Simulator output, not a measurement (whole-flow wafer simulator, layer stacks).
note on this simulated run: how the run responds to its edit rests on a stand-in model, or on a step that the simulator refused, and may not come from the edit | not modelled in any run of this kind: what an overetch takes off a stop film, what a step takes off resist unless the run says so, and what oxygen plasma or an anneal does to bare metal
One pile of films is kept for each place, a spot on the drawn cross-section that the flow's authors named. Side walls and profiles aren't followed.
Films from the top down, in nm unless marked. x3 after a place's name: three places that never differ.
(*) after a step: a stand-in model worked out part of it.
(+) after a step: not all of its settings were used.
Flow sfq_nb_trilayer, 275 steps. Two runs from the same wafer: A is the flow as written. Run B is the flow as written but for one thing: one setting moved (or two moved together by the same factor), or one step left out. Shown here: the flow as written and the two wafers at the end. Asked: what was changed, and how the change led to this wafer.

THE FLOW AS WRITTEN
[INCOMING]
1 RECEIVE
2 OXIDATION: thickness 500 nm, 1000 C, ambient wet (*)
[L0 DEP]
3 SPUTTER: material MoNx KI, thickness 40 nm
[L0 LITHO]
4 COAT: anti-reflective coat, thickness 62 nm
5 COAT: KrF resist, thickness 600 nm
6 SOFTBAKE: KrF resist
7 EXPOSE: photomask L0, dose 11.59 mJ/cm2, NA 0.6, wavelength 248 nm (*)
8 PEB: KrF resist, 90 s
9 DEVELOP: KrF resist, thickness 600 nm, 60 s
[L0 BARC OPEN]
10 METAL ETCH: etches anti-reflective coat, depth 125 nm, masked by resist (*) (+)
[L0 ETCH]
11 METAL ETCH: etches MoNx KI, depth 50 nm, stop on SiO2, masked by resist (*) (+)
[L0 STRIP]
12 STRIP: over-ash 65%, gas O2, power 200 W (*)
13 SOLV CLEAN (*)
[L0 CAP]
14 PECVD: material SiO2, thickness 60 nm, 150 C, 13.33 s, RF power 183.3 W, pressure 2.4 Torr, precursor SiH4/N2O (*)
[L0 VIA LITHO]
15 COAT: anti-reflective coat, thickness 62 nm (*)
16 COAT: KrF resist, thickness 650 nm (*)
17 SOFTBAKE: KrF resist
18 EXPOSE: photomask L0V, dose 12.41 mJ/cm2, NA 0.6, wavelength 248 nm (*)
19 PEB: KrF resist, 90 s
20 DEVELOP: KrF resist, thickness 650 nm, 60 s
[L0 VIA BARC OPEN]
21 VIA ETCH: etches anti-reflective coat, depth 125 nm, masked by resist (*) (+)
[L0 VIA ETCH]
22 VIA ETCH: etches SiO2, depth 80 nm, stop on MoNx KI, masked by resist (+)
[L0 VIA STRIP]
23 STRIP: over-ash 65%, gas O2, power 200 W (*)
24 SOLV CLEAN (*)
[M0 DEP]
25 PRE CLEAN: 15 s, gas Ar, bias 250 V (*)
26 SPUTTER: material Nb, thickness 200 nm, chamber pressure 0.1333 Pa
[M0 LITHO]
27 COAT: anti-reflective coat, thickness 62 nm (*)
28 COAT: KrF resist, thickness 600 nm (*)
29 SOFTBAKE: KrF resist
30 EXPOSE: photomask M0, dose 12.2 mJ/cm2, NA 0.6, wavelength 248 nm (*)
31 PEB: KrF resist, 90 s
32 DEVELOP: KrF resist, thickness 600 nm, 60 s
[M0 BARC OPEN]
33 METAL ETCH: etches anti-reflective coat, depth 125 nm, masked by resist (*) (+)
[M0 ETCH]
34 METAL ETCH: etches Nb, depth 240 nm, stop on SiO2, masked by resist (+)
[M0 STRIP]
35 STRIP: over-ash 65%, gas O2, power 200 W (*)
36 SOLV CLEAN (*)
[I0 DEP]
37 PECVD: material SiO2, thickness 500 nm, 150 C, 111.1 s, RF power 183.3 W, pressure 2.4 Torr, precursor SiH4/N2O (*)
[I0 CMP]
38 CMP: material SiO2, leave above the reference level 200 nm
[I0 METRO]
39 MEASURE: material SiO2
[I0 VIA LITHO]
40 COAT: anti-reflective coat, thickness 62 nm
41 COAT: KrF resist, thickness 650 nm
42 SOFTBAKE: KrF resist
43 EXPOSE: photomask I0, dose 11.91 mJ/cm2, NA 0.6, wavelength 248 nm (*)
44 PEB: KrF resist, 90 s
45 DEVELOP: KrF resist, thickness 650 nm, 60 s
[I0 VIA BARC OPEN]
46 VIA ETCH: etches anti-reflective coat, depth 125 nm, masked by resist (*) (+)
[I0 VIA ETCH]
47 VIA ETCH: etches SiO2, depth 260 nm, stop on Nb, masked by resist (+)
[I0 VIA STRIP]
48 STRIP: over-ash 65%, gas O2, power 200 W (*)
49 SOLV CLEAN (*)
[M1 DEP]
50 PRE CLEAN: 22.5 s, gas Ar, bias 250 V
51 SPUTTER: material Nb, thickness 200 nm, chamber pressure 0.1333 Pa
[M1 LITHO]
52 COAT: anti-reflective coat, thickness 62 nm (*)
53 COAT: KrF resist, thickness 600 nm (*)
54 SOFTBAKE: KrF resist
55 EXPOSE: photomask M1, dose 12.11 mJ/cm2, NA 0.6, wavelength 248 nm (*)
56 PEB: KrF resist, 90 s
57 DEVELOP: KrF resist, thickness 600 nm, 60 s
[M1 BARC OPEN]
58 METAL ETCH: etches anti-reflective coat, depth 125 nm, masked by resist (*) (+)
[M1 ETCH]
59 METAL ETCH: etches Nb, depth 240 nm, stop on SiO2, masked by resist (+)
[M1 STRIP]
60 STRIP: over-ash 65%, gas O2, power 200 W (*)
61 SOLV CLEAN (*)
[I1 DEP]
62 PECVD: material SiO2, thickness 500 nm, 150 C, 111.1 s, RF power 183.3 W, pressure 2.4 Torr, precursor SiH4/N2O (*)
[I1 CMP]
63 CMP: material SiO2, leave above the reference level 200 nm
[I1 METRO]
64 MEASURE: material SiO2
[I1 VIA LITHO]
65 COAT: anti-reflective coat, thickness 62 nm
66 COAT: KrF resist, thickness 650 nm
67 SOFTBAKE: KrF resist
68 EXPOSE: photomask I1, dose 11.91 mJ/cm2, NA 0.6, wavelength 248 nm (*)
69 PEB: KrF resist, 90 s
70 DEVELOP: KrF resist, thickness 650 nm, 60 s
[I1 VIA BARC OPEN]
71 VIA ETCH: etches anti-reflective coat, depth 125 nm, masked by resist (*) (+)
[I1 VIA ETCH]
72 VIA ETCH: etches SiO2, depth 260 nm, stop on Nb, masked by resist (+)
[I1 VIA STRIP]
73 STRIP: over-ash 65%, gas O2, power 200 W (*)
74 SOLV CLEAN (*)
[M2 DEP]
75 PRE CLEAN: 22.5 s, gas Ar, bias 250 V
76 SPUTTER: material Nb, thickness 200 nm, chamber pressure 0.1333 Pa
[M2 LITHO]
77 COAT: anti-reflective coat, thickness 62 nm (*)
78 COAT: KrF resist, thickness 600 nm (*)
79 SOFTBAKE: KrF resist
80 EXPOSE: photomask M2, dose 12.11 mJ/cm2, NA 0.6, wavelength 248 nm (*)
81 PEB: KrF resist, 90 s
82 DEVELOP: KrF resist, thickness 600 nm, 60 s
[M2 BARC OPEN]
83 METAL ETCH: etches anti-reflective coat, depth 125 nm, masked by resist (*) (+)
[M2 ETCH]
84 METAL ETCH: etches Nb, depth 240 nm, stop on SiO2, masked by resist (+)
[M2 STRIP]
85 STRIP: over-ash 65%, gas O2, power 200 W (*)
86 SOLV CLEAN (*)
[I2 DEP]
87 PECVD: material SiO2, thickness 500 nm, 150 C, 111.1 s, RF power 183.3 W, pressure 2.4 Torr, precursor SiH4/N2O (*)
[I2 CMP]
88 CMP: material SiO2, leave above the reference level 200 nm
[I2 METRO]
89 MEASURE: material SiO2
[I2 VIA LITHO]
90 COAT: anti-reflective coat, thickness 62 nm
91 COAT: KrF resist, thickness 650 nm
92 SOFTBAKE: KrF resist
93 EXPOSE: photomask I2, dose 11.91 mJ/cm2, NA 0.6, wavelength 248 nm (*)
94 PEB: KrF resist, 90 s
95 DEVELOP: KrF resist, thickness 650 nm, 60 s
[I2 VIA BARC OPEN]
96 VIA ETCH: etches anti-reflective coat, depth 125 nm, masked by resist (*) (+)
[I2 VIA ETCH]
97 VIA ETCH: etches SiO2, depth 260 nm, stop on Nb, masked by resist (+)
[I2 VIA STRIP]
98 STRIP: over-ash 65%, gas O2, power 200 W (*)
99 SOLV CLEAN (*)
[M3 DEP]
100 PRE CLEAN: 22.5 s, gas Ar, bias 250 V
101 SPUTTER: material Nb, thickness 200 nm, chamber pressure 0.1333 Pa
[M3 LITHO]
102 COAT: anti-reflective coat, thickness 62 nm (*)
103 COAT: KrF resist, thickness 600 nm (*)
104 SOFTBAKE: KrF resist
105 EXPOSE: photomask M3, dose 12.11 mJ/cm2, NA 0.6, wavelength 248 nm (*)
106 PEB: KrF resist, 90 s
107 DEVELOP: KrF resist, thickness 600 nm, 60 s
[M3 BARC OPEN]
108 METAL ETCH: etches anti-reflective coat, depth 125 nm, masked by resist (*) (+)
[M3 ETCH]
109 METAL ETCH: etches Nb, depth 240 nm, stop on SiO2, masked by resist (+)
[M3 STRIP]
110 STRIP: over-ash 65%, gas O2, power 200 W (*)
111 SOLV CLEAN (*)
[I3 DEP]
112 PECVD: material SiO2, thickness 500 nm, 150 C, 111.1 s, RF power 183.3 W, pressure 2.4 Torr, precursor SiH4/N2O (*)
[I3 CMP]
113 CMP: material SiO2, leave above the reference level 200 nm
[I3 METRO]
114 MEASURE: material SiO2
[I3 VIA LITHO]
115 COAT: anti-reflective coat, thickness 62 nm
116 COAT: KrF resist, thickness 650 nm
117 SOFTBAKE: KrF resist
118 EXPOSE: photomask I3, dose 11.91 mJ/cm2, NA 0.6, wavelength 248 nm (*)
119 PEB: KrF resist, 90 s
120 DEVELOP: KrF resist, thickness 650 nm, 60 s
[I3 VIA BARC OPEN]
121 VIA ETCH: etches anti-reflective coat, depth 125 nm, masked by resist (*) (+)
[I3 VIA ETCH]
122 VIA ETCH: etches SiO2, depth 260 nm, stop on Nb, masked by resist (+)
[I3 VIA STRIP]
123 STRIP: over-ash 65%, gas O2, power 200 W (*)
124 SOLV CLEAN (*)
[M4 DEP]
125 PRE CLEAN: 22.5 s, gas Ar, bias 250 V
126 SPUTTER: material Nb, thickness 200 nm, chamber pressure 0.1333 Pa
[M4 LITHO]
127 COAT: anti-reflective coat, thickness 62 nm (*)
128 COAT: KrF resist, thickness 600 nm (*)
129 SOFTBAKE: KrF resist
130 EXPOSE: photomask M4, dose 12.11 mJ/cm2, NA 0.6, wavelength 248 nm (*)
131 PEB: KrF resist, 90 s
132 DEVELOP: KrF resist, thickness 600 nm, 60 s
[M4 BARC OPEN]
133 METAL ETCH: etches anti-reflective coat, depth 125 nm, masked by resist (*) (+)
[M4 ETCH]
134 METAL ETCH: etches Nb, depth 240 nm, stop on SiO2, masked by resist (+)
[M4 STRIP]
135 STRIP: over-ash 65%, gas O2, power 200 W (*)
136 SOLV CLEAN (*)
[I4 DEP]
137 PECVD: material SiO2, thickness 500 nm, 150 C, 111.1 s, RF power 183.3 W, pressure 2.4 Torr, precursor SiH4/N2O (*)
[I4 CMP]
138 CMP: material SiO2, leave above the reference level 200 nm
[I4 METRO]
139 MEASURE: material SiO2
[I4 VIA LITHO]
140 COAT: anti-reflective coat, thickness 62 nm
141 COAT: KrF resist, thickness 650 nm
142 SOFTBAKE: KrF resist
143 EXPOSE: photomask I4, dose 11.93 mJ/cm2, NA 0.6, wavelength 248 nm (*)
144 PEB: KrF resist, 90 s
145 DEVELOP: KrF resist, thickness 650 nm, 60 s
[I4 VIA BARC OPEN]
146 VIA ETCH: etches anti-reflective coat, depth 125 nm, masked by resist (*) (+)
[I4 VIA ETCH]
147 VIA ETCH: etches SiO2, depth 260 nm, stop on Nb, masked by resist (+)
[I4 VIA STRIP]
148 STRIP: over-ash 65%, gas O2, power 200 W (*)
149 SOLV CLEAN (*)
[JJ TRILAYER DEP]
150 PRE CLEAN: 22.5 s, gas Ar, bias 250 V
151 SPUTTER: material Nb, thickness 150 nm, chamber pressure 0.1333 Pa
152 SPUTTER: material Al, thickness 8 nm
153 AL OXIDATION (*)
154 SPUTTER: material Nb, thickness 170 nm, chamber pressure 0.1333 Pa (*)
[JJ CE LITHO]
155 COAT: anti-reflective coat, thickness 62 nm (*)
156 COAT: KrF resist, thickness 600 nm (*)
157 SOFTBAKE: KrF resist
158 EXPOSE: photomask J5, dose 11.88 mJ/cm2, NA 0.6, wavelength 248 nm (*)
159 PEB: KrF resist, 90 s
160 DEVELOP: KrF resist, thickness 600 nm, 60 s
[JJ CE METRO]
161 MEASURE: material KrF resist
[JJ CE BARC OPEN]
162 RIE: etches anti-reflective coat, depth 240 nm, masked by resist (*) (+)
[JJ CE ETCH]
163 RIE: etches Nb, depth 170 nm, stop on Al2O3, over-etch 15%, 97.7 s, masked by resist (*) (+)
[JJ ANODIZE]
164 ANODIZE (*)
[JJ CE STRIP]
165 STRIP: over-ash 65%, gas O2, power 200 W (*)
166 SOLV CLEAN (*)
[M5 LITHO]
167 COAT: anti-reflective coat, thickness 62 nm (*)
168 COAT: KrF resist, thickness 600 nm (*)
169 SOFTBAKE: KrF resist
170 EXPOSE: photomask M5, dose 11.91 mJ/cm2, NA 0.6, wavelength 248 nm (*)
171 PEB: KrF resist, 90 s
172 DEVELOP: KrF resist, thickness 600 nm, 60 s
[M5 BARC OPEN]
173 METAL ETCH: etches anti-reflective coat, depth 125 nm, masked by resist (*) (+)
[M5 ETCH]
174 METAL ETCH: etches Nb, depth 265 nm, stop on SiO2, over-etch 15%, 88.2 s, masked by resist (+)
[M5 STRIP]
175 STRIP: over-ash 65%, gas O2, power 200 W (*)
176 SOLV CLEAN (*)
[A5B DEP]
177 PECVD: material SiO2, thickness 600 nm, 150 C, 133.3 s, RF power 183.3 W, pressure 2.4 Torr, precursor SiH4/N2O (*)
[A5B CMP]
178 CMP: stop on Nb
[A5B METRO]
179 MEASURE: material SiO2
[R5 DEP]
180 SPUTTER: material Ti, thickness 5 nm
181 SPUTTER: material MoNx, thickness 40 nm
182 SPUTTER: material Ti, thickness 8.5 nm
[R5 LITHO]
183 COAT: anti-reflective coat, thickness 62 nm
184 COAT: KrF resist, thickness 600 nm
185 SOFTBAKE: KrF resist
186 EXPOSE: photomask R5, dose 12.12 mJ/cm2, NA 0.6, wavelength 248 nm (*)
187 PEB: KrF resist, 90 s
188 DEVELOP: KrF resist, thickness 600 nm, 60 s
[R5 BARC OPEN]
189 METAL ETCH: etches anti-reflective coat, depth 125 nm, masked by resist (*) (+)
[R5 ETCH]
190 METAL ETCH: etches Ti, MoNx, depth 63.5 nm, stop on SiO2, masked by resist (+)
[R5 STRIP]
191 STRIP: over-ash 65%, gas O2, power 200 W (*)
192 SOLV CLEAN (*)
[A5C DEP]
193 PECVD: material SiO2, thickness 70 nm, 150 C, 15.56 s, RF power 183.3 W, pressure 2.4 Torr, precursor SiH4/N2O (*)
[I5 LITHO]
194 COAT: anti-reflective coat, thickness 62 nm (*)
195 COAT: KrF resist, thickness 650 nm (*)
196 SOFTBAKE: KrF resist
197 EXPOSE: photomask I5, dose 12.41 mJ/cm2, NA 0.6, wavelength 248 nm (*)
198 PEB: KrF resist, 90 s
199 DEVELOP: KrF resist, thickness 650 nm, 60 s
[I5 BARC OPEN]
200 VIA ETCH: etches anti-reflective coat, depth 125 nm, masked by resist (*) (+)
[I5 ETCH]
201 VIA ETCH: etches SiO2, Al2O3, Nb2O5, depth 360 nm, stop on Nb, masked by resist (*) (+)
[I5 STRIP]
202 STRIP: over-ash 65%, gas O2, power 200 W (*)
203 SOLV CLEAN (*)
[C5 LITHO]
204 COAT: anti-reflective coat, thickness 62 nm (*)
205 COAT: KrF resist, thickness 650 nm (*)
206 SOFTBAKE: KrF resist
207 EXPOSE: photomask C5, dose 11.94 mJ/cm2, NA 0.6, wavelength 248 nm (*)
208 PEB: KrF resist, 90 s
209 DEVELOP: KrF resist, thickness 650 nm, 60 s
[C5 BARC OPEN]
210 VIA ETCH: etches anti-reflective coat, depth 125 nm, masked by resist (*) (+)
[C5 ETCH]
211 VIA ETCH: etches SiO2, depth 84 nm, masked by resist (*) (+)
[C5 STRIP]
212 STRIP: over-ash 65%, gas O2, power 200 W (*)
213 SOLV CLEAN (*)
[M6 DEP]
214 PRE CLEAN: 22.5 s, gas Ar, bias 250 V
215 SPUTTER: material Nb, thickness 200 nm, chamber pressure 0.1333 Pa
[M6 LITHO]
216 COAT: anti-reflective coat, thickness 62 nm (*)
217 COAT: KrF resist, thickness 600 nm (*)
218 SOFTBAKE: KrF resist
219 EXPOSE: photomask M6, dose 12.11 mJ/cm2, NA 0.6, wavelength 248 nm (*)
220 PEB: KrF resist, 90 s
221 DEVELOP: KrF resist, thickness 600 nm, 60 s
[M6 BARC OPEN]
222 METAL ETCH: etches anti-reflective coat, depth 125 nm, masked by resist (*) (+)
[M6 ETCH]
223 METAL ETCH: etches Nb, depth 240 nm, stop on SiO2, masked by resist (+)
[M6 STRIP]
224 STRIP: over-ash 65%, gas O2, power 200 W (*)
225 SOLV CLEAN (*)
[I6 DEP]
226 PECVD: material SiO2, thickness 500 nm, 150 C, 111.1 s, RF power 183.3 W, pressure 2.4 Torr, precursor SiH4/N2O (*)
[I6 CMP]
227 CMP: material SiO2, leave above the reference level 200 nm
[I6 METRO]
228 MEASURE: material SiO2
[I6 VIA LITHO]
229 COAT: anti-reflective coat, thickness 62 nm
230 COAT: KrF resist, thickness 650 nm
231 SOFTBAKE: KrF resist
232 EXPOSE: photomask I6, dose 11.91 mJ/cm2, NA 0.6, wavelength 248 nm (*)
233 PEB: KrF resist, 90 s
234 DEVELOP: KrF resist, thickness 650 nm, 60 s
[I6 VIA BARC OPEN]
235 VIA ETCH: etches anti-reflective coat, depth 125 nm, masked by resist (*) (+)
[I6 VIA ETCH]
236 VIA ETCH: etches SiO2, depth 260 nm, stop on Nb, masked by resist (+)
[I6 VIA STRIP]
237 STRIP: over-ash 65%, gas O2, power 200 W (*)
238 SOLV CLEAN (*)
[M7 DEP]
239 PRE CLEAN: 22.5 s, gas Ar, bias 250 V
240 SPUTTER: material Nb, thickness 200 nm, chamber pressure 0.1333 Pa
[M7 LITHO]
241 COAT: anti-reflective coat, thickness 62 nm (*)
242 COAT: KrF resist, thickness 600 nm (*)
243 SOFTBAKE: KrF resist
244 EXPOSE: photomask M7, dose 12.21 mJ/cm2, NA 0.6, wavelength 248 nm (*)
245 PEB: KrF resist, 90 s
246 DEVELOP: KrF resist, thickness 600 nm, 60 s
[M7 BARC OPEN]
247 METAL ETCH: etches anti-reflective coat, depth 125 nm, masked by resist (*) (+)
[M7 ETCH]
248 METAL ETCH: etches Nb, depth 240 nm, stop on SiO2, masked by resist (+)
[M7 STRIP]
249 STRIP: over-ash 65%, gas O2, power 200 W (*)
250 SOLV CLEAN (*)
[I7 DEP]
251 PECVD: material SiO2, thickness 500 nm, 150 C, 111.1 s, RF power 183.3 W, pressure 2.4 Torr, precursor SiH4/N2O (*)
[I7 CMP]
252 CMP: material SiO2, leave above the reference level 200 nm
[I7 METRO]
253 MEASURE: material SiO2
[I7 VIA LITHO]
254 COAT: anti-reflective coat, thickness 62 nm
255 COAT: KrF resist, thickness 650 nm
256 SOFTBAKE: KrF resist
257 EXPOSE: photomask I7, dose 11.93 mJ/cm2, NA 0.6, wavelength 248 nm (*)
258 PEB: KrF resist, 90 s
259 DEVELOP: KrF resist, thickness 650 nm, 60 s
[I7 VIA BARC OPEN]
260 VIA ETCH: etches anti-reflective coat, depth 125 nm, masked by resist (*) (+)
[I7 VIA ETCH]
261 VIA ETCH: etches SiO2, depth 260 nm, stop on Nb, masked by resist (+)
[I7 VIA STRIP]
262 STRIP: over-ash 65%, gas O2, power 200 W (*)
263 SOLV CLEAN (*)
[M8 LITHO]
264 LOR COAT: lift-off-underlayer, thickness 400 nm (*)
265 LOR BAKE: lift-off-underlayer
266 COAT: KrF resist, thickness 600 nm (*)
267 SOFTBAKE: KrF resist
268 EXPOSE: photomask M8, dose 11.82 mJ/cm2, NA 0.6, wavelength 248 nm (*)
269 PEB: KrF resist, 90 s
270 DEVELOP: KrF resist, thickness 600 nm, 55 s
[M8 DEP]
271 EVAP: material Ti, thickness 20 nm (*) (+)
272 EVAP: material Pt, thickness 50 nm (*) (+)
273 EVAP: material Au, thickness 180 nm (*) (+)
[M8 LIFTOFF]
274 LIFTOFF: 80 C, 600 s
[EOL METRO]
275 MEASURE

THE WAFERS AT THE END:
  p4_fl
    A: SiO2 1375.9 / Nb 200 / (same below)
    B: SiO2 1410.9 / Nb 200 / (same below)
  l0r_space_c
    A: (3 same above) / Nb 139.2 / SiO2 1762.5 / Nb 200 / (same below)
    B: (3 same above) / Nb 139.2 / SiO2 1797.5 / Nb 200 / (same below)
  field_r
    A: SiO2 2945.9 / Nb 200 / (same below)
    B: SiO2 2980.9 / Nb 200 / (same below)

The cause: step 138, CMP: leave above the reference level 235 nm was run, where the flow has leave above the reference level 200 nm.

How the change led to this, step by step:
  138 CMP: material SiO2, leave above the reference level 200 nm
      field_l, be, be_sur and 55 more: A SiO2 -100 | B SiO2 -65
      v_sur, via_wl, via_w and 35 more: A SiO2 -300 | B SiO2 -265
      (and at 10 more places)
  147 VIA ETCH: etches SiO2, depth 260 nm, stop on Nb, masked by resist (+)
      via_wl, via_w, via_wr: A SiO2 -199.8 (all of it) | B SiO2 -234.8 (all of it)
  151 SPUTTER: material Nb, thickness 150 nm, chamber pressure 0.1333 Pa
      via_wl, via_w, via_wr: A Nb +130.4 | B Nb +126.3
  154 SPUTTER: material Nb, thickness 170 nm, chamber pressure 0.1333 Pa (*)
      via_wl, via_wr: A Nb +140.7 (new film) | B Nb +134.6 (new film)
      via_w: A Nb +141 (new film) | B Nb +134.9 (new film)
  155 COAT: anti-reflective coat, thickness 62 nm (*)
      via_wl, via_wr: A anti-reflective coat +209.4 (new film) | B anti-reflective coat +245 (new film)
      v_sur: A anti-reflective coat +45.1 (new film) | B anti-reflective coat +43.8 (new film)
      (and at 1 more place)
  156 COAT: KrF resist, thickness 600 nm (*)
      via_w: A KrF resist +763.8 (new film) | B KrF resist +796 (new film)
  160 DEVELOP: KrF resist, thickness 600 nm, 60 s
      via_w: A KrF resist -762.1 (all of it) | B KrF resist -794.3 (all of it)
  162 RIE: etches anti-reflective coat, depth 240 nm, masked by resist (*) (+)
      via_wl, via_wr: A anti-reflective coat -209.4 (all of it) | B anti-reflective coat -240
      ce_l, c5j, ce_r, wl_jj: A KrF resist -209.4 | B KrF resist -240
      (and at 2 more places)
  163 RIE: etches Nb, depth 170 nm, stop on Al2O3, over-etch 15%, 97.7 s, masked by resist (*) (+)
      via_wl, via_wr: A Nb -140.7 (all of it), Al2O3 -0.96 (all of it) | B anti-reflective coat -5.01 (all of it), Nb -134.6 (all of it), Al2O3 -0.96 (all of it)
      via_w: A Nb -141 (all of it), Al2O3 -0.96 (all of it) | B Nb -134.9 (all of it), Al2O3 -0.96 (all of it)
  164 ANODIZE (*)
      via_w: A Al2O3 +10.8 (new film), Nb2O5 +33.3 (new film), Al -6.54 (all of it), Nb -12 | B Al2O3 +10.4 (new film), Nb2O5 +34.1 (new film), Al -6.28 (all of it), Nb -12.3
  165 STRIP: over-ash 65%, gas O2, power 200 W (*)
      ce_l: A KrF resist -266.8 (all of it), anti-reflective coat -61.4 (all of it) | B KrF resist -235.9 (all of it), anti-reflective coat -61.4 (all of it)
      c5j: A KrF resist -266.9 (all of it), anti-reflective coat -61.5 (all of it) | B KrF resist -236 (all of it), anti-reflective coat -61.4 (all of it)
      (and at 2 more places)
  167 COAT: anti-reflective coat, thickness 62 nm (*)
      v_sur: A anti-reflective coat +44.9 (new film) | B anti-reflective coat +43.8 (new film)
      via_wl: A anti-reflective coat +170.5 (new film) | B anti-reflective coat +197.6 (new film)
      (and at 3 more places)
  168 COAT: KrF resist, thickness 600 nm (*)
      via_w: A KrF resist +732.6 (new film) | B KrF resist +757.8 (new film)
  175 STRIP: over-ash 65%, gas O2, power 200 W (*)
      v_sur: A KrF resist -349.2 (all of it), anti-reflective coat -44.9 (all of it) | B KrF resist -343.8 (all of it), anti-reflective coat -43.8 (all of it)
      via_wl: A KrF resist -427 (all of it), anti-reflective coat -170.5 (all of it) | B KrF resist -430 (all of it), anti-reflective coat -197.6 (all of it)
      (and at 3 more places)
  177 PECVD: material SiO2, thickness 600 nm, 150 C, 133.3 s, RF power 183.3 W, pressure 2.4 Torr, precursor SiH4/N2O (*)
      via_wl, via_wr: A SiO2 +600 (new film) | B SiO2 +630.6 (new film)
      via_w: A SiO2 +600 (new film) | B SiO2 +631 (new film)
  178 CMP: stop on Nb
      via_wl, via_wr: A SiO2 -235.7 | B SiO2 -227.2
      via_w: A SiO2 -235.2 | B SiO2 -227.2
